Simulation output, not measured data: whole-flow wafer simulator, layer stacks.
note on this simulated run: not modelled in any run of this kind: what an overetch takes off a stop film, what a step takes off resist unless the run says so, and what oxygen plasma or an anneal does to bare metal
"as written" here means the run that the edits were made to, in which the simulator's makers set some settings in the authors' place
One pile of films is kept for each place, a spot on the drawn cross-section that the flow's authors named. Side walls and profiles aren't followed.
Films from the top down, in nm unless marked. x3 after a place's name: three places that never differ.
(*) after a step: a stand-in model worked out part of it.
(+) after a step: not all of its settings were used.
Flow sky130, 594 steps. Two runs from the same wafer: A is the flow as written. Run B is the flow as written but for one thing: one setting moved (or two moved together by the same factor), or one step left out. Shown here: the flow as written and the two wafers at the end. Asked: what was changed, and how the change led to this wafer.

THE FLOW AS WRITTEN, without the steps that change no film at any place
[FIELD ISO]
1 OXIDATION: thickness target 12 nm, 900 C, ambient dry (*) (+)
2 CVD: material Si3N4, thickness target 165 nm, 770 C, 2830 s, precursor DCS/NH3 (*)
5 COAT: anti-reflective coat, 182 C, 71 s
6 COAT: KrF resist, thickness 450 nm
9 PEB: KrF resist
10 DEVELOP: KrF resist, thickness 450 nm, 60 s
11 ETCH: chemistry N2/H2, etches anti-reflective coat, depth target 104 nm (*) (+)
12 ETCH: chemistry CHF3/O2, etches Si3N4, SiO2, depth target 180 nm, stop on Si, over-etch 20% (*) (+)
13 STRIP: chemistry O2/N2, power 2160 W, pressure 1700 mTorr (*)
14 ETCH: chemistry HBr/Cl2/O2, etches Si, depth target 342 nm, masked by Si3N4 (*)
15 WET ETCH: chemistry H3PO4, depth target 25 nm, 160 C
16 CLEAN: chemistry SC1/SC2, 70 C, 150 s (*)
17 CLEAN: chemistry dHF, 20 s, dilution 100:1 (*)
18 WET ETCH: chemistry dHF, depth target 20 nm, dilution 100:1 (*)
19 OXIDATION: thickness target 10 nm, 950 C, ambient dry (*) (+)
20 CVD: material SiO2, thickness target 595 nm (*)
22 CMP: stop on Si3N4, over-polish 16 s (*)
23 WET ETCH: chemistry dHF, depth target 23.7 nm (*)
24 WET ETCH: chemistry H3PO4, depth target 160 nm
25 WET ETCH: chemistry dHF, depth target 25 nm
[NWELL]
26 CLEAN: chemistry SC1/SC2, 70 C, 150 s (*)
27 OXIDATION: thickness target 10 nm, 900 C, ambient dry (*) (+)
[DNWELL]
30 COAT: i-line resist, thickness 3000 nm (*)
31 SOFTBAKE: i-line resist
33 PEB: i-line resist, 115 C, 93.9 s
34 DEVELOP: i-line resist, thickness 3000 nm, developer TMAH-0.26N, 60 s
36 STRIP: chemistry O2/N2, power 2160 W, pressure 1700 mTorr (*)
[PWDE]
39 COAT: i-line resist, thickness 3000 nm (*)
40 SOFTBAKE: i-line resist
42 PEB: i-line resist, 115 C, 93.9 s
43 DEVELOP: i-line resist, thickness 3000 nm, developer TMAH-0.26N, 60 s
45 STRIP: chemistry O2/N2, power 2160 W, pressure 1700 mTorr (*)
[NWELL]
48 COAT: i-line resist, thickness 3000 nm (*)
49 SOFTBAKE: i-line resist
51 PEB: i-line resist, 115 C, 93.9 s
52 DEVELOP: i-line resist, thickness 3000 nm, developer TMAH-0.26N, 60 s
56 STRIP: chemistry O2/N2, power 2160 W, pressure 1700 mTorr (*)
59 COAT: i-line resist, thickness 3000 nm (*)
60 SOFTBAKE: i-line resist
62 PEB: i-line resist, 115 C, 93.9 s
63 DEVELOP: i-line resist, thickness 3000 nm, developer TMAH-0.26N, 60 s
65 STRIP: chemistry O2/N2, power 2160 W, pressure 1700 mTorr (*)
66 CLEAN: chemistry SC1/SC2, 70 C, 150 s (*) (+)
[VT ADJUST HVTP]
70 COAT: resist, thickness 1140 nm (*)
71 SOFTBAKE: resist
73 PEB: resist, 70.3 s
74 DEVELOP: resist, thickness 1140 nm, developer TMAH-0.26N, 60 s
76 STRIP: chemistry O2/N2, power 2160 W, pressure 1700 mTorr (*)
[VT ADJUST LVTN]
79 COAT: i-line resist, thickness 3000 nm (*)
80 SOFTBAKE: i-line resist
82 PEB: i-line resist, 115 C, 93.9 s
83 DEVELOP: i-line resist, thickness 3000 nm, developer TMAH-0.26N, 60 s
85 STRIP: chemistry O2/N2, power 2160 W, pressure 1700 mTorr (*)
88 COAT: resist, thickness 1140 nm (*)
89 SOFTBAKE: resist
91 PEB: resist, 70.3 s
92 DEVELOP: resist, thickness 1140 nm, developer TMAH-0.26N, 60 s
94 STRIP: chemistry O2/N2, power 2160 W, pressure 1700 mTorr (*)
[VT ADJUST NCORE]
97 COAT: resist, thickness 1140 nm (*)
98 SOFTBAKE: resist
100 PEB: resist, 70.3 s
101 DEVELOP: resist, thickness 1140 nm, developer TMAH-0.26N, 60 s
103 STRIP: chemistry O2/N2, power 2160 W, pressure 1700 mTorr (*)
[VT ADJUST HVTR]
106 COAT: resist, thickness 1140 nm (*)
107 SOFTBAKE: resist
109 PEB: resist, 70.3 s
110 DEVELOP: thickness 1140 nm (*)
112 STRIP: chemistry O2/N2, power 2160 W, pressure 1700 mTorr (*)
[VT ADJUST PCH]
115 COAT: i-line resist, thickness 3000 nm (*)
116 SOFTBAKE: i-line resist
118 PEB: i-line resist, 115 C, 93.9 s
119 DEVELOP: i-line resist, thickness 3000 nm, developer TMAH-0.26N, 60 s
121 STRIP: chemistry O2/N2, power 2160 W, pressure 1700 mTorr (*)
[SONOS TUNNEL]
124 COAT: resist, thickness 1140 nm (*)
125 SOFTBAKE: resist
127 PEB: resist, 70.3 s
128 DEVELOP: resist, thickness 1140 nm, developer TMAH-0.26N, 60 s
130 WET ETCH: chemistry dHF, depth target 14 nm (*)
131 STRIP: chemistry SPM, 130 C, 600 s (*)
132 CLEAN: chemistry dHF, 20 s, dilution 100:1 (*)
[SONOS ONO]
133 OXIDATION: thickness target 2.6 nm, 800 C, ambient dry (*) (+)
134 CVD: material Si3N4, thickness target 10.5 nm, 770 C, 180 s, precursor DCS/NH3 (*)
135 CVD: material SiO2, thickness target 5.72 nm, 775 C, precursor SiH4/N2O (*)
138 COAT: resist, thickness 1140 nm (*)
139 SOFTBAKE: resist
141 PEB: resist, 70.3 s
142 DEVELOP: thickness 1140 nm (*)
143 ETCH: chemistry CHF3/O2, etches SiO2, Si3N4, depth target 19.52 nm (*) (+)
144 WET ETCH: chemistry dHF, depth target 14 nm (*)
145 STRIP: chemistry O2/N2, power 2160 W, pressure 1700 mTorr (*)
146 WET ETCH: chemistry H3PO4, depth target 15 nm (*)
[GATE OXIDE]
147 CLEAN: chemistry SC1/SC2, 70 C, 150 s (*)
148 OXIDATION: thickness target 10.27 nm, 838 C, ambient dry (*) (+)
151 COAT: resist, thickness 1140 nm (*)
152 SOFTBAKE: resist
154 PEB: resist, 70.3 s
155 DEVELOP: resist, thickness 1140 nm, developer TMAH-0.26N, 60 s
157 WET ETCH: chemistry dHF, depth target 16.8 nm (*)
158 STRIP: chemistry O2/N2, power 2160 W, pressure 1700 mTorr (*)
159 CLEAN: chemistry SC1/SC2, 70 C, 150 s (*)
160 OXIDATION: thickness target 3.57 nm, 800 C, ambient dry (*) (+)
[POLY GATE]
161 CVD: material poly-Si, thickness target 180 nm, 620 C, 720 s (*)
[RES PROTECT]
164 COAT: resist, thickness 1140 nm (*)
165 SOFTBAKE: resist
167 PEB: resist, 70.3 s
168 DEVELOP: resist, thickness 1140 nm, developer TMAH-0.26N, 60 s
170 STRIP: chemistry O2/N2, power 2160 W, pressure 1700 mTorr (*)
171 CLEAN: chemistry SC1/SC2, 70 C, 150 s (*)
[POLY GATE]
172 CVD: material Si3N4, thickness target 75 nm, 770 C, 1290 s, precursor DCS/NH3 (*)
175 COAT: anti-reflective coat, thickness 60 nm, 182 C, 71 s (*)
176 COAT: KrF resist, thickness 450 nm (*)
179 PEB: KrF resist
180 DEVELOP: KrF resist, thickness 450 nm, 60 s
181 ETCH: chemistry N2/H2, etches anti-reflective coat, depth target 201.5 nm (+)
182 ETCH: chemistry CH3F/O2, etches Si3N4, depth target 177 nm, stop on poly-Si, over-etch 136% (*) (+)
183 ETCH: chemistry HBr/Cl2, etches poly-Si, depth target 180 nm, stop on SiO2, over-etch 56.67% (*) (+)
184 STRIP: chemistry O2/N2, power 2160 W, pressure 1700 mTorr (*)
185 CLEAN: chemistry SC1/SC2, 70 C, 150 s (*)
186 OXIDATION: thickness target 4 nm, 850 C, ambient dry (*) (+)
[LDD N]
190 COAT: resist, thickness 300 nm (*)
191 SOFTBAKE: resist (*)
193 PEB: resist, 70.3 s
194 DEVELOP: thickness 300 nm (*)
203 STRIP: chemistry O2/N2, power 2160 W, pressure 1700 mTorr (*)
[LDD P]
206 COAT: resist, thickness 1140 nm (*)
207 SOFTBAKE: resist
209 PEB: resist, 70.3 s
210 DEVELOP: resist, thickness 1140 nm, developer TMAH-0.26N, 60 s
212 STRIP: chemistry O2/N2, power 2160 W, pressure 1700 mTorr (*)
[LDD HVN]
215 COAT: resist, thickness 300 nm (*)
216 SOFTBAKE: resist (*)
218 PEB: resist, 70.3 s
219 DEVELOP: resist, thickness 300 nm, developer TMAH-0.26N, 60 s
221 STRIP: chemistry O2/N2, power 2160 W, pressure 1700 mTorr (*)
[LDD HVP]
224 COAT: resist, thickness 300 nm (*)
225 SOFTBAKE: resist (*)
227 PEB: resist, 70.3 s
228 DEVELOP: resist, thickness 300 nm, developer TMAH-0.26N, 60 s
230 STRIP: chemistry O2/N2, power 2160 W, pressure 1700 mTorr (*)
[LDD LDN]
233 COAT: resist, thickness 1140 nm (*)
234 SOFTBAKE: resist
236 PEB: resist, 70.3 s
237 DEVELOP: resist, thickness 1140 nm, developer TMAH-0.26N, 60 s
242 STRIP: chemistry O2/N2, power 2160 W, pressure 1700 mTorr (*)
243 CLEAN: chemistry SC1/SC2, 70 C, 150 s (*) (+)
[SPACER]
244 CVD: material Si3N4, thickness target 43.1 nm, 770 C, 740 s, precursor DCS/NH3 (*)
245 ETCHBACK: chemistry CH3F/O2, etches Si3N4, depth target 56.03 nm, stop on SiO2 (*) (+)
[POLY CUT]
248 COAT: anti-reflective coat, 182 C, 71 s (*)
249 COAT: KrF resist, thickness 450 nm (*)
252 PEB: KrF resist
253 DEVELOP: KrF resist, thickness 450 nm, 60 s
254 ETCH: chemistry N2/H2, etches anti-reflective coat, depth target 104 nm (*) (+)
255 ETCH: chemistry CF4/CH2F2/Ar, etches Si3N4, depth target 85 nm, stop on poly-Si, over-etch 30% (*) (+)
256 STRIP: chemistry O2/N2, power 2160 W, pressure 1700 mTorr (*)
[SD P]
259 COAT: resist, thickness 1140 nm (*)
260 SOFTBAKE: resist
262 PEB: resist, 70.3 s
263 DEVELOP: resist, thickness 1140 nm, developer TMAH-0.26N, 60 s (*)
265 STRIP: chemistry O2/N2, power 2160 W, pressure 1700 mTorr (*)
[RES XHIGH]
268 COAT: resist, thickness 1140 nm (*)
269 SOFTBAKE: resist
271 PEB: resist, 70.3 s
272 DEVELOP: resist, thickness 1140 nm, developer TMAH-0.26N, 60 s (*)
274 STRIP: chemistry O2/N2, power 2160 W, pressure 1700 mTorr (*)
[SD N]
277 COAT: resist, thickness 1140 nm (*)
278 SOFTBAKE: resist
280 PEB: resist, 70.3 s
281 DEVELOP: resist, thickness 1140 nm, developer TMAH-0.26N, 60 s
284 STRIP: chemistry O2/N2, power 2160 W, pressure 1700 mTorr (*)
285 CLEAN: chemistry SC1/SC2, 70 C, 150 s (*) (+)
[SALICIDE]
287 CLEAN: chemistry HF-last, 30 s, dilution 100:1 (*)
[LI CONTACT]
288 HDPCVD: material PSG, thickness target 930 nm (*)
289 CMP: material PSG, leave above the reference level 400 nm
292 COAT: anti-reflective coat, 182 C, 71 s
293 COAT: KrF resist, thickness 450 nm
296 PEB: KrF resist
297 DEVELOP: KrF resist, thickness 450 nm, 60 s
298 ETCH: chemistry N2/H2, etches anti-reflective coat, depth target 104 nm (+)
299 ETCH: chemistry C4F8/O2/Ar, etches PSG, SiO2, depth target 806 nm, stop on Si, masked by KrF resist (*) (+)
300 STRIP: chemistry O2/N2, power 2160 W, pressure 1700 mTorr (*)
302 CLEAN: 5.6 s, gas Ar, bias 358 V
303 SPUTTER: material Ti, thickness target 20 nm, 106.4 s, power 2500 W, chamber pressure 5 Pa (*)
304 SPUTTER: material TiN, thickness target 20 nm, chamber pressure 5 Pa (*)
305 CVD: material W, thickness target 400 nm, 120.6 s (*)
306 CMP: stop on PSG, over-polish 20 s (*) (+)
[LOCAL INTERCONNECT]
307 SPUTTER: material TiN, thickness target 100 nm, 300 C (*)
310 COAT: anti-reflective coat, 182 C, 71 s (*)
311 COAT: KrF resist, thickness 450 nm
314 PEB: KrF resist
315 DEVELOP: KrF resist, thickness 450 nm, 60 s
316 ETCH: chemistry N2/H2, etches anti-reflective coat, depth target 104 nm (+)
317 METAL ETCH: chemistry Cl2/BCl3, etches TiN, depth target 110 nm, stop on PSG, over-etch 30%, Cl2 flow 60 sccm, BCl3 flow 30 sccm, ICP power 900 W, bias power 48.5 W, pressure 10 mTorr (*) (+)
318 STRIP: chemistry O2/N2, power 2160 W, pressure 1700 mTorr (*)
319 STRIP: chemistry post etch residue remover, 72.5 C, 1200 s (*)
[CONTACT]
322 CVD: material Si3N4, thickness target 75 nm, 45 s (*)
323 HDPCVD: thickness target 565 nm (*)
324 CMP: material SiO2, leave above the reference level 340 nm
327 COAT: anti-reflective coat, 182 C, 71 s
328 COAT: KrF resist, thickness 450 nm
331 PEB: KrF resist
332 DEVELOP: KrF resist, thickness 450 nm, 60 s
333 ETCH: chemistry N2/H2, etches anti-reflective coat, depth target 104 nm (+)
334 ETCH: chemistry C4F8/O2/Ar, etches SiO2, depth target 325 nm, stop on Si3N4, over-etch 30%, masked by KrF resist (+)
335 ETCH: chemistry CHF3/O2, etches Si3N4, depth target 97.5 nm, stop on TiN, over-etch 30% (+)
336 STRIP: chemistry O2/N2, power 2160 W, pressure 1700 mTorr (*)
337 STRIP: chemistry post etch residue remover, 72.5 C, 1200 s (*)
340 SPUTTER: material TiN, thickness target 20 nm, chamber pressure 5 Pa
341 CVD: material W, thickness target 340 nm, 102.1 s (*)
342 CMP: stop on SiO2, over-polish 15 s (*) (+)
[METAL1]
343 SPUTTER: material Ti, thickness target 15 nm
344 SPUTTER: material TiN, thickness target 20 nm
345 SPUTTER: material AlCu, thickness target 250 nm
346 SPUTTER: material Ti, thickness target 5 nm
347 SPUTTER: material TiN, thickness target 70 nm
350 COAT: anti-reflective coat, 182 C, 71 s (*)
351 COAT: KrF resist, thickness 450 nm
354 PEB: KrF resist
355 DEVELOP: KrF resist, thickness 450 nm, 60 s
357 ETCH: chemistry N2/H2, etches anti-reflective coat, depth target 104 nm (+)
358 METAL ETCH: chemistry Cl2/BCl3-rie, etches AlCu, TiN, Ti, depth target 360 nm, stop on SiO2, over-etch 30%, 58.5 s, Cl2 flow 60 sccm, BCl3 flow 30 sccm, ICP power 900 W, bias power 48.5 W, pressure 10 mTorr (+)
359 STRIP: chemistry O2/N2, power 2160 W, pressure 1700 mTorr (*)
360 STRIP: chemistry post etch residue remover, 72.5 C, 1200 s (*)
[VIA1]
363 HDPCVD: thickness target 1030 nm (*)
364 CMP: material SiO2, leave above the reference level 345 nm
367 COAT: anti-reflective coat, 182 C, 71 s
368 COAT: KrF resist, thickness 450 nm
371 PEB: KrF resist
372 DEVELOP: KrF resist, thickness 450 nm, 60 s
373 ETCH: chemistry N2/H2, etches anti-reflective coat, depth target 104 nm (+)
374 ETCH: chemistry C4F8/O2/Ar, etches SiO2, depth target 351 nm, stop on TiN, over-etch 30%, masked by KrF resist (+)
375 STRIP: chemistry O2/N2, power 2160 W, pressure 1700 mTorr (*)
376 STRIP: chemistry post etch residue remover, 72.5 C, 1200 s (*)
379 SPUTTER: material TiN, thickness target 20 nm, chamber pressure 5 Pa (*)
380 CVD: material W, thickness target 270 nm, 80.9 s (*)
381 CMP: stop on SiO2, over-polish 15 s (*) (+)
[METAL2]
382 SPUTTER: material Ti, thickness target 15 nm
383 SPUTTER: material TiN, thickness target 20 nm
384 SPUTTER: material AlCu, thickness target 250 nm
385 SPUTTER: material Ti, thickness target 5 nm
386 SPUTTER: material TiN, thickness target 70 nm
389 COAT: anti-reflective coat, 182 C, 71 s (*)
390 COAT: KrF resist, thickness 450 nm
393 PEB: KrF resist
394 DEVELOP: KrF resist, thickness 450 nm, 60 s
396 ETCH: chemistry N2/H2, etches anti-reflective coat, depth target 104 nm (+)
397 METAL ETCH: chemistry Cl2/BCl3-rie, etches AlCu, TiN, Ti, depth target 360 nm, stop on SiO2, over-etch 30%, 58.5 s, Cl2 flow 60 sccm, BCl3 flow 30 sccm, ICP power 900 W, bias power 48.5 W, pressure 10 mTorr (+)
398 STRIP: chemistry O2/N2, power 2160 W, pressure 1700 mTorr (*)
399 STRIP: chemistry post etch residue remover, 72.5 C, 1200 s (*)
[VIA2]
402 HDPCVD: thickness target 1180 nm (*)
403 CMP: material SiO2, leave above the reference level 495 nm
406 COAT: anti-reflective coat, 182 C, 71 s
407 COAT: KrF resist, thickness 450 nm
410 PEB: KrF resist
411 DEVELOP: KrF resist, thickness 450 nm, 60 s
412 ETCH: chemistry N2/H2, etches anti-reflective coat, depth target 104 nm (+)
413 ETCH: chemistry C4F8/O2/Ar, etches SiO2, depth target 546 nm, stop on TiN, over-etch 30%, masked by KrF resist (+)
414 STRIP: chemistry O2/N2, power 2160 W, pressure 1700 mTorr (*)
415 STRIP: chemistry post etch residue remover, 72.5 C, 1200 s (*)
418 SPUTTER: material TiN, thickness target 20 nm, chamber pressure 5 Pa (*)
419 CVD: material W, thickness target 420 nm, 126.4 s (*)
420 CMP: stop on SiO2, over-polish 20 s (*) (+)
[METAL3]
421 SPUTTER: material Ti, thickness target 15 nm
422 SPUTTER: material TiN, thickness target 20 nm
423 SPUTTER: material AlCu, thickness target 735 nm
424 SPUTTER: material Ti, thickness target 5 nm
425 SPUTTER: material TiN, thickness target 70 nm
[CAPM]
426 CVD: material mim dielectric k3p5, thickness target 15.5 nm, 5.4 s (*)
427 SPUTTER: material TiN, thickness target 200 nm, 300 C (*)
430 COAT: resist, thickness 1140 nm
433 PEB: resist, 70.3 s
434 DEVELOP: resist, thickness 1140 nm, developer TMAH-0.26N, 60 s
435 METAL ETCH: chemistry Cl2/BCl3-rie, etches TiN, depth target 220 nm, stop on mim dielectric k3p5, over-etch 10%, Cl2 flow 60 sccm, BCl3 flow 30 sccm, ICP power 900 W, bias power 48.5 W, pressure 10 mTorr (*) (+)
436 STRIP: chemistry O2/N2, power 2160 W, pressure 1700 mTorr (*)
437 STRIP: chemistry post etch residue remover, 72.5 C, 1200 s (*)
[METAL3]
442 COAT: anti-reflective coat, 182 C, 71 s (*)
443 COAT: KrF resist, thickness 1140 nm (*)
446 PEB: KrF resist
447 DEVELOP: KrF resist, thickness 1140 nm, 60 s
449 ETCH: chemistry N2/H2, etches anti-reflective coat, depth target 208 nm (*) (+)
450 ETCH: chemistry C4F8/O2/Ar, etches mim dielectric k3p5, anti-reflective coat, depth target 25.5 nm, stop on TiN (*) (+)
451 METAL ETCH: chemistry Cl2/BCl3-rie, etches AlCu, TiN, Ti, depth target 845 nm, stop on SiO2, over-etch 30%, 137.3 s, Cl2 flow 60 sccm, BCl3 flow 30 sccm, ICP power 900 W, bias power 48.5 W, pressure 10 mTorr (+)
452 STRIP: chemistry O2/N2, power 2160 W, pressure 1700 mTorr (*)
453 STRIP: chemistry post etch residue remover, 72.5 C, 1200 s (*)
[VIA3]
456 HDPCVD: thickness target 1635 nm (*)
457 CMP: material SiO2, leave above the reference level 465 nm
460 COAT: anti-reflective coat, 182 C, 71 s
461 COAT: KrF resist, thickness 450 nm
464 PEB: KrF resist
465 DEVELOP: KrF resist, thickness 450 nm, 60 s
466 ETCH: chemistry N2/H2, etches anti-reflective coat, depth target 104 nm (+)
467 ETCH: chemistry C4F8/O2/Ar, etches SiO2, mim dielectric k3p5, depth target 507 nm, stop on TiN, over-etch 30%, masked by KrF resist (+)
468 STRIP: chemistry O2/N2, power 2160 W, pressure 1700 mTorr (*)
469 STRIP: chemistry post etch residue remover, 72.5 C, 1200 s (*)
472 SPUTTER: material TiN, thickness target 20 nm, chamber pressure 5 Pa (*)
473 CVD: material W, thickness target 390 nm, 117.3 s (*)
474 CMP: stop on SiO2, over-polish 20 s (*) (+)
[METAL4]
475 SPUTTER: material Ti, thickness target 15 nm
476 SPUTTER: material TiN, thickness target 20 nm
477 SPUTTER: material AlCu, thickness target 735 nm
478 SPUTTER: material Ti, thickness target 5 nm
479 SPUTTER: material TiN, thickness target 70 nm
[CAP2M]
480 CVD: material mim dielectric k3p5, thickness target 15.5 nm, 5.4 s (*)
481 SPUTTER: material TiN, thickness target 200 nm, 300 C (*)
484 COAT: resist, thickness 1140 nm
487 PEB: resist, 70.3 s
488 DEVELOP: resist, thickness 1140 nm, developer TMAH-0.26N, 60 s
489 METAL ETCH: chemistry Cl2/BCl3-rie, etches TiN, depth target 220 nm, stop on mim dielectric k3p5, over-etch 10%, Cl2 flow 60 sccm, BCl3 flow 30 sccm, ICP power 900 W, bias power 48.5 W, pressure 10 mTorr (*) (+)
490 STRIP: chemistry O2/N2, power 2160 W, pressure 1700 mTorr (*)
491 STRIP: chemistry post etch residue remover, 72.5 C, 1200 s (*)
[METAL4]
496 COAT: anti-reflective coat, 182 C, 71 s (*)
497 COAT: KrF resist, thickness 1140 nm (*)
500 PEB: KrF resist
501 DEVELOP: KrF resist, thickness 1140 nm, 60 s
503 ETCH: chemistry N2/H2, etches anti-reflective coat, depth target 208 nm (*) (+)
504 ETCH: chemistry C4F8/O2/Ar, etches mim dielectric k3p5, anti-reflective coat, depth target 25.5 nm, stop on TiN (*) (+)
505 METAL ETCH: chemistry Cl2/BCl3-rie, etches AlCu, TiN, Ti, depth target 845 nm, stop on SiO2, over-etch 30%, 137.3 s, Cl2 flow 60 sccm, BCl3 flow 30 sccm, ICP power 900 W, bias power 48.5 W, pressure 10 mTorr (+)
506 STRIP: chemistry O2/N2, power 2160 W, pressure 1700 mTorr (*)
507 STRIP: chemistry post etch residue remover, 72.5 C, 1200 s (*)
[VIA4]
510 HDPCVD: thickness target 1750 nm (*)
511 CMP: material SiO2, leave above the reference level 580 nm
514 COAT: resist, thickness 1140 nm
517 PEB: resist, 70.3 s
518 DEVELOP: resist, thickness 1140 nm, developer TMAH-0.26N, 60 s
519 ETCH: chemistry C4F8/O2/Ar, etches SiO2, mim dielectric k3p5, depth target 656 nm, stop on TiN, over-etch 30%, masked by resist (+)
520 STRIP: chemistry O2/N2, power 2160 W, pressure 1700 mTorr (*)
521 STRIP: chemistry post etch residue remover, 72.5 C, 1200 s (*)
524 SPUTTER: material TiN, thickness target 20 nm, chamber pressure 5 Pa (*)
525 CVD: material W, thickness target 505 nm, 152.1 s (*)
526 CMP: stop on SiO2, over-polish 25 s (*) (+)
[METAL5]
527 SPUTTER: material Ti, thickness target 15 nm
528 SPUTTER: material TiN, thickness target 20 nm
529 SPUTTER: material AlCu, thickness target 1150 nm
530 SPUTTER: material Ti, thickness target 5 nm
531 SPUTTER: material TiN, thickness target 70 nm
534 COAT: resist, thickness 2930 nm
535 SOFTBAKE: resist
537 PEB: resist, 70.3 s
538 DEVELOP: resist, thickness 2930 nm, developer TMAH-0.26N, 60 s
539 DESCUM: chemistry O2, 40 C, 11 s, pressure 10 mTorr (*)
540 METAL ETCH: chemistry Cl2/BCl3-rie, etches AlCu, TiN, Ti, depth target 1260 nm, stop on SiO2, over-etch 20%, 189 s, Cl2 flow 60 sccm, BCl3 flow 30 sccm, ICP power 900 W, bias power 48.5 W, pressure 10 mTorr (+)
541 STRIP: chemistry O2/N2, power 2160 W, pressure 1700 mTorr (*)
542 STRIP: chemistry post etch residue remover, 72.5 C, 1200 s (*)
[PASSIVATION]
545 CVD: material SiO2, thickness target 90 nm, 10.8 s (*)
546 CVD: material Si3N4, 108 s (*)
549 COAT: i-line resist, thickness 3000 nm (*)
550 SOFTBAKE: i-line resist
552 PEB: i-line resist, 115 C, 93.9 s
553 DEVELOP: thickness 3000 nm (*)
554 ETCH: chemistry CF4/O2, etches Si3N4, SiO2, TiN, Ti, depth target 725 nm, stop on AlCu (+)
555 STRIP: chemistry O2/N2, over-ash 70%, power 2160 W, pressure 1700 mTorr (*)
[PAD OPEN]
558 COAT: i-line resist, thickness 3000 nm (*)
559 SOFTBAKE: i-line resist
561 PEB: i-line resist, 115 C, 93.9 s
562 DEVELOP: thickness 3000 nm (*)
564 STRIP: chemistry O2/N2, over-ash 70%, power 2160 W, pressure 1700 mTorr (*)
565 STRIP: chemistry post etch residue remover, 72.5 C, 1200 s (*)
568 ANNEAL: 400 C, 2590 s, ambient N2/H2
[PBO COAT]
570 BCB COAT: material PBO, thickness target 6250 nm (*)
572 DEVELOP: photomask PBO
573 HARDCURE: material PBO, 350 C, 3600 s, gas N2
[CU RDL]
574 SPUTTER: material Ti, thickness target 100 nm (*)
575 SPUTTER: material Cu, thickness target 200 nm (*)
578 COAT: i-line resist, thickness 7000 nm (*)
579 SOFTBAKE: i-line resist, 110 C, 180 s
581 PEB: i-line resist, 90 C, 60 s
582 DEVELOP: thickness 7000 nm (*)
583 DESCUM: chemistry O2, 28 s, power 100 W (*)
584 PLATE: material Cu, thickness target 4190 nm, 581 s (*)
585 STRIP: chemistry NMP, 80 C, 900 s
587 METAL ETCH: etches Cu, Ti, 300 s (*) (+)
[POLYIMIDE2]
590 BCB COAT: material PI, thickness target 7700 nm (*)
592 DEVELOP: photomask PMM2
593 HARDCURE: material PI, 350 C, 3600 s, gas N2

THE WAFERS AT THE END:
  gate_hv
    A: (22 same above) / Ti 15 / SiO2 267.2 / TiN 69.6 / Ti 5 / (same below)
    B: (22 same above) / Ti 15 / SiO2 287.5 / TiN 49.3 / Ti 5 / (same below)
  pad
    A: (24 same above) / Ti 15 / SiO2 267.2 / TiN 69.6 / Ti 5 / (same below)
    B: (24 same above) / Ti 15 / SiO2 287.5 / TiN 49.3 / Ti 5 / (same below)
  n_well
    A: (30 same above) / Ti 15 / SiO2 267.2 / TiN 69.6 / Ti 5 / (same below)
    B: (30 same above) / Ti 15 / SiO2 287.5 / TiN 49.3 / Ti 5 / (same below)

The cause: step 347, SPUTTER: thickness target 49.7 nm was run, where the flow has thickness target 70 nm.

How the change led to this, step by step:
  347 SPUTTER: material TiN, thickness target 70 nm
      field, active, n_well and 188 more: A TiN +70 (new film) | B TiN +49.7 (new film)
  358 METAL ETCH: chemistry Cl2/BCl3-rie, etches AlCu, TiN, Ti, depth target 360 nm, stop on SiO2, over-etch 30%, 58.5 s, Cl2 flow 60 sccm, BCl3 flow 30 sccm, ICP power 900 W, bias power 48.5 W, pressure 10 mTorr (+)
      field, active, gate and 81 more: A TiN -68.7 (all of it), Ti -5 (all of it), AlCu -250 (all of it), TiN -20 (all of it), Ti -15 (all of it), SiO2 -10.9 | B TiN -48.4 (all of it), Ti -5 (all of it), AlCu -250 (all of it), TiN -20 (all of it), Ti -15 (all of it), SiO2 -13
  364 CMP: material SiO2, leave above the reference level 345 nm
      n_well, p_well, gate_hv and 100 more: A SiO2 -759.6 | B SiO2 -739.3
      poly_licon, ndiff_licon, ndiff_licon_cpp, rpo_hd_licon: A SiO2 -759 | B SiO2 -738.7
  374 ETCH: chemistry C4F8/O2/Ar, etches SiO2, depth target 351 nm, stop on TiN, over-etch 30%, masked by KrF resist (+)
      m1, via1_hole: A SiO2 -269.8 (all of it) | B SiO2 -290.1 (all of it)
  380 CVD: material W, thickness target 270 nm, 80.9 s (*)
      m1: A W +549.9 (new film) | B W +570.5 (new film)
      via1_hole: A W +549.9 (new film) | B W +570.6 (new film)
